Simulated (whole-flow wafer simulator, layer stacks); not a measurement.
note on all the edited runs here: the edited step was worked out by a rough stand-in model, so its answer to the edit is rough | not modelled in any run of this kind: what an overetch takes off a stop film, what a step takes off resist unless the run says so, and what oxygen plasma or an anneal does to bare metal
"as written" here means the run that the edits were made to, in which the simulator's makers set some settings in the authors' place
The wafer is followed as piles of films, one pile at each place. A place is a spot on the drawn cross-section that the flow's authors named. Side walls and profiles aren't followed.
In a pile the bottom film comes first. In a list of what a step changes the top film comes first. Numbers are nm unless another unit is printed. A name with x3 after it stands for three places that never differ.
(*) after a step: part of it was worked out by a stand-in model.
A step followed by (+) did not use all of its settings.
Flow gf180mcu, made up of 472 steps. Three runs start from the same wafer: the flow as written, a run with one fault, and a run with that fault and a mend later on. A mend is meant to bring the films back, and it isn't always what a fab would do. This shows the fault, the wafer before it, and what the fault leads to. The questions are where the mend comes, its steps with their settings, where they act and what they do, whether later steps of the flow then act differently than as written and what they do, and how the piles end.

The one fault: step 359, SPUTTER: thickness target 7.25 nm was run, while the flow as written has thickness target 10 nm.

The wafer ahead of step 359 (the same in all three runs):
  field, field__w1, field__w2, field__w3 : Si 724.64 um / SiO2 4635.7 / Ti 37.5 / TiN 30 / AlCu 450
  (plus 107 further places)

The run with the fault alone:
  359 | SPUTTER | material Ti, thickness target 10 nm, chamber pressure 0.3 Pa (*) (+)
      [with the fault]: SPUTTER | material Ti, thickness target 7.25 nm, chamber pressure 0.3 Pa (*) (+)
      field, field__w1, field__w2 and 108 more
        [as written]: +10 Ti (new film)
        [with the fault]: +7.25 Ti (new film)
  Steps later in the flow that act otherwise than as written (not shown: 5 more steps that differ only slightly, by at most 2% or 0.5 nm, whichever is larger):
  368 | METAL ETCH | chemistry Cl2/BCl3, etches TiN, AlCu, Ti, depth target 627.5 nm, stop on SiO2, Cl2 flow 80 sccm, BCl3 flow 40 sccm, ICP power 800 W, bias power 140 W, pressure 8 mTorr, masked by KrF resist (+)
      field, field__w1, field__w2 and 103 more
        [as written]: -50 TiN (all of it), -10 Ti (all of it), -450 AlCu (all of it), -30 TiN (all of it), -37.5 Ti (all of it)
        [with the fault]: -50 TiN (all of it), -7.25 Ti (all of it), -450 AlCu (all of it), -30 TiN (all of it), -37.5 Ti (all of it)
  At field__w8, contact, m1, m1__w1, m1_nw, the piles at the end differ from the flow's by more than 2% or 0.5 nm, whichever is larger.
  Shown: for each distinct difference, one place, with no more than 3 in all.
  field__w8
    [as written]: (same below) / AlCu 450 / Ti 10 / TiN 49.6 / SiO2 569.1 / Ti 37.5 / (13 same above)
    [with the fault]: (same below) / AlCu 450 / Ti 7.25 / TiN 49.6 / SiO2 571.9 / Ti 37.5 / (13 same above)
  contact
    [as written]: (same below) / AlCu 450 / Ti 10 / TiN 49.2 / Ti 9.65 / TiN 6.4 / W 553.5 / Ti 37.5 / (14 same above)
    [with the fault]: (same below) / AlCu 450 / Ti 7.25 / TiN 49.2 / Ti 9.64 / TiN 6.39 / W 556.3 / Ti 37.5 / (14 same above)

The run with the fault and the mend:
  The mend stands after step 359.
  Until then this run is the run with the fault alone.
  359a | SPUTTER | material Ti, thickness target 2.75 nm, chamber pressure 0.3 Pa (*) (+) (the flow's step 359 again, with other settings)
      field, field__w1, field__w2 and 108 more
        +2.75 Ti
  Later steps of the flow that are run all act as written at every place that is followed.
  The piles end the same as the flow's at every place that both follow.
